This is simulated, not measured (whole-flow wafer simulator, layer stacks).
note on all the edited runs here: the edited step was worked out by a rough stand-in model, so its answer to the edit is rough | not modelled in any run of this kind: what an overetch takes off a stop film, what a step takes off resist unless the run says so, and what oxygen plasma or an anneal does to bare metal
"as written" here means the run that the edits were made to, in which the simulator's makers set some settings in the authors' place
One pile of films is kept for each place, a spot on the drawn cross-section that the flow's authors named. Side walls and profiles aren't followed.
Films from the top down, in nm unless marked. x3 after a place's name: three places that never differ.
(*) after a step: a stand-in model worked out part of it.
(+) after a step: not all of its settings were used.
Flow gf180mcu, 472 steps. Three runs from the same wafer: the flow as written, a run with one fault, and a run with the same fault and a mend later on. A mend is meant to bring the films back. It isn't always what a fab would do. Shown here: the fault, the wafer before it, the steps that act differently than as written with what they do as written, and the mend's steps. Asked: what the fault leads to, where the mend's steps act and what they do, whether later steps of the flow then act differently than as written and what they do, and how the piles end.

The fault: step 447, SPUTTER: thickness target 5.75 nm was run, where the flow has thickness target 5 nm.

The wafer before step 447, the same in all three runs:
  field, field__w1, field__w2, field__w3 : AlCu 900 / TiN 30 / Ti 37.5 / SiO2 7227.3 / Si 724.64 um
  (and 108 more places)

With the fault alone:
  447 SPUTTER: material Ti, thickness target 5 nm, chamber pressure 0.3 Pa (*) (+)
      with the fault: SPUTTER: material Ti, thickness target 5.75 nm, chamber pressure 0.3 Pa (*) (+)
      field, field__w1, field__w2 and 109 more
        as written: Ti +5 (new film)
        with the fault: Ti +5.75 (new film)
  Later steps of the flow that act differently than as written (5 more steps differ only slightly, by at most 2% or 0.5 nm, whichever is larger, and aren't shown):
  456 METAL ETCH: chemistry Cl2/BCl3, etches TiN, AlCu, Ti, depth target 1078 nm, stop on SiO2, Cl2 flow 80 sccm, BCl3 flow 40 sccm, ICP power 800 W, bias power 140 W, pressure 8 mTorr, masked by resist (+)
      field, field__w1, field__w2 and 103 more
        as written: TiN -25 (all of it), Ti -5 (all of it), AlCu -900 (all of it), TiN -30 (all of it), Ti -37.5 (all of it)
        with the fault: TiN -25 (all of it), Ti -5.75 (all of it), AlCu -900 (all of it), TiN -30 (all of it), Ti -37.5 (all of it)
  At the end the piles differ from the flow's by more than 2% or 0.5 nm, whichever is larger, at field__w8, contact, m1, m1__w1, pad, m1_nw.
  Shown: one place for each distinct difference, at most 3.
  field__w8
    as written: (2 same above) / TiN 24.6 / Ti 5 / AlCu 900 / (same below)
    with the fault: (2 same above) / TiN 24.6 / Ti 5.75 / AlCu 900 / (same below)
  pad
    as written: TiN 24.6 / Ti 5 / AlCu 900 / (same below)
    with the fault: TiN 24.6 / Ti 5.75 / AlCu 900 / (same below)

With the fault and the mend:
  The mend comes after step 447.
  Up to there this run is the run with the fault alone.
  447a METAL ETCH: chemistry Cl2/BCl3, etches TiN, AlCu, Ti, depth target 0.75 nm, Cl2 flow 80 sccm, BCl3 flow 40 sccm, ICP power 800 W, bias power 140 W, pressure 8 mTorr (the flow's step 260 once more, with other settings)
      field, field__w1, field__w2 and 109 more
        Ti -0.75
  No later step of the flow acts differently than as written at any place that is followed.
  At the end the piles are the same as the flow's at every place that both follow.
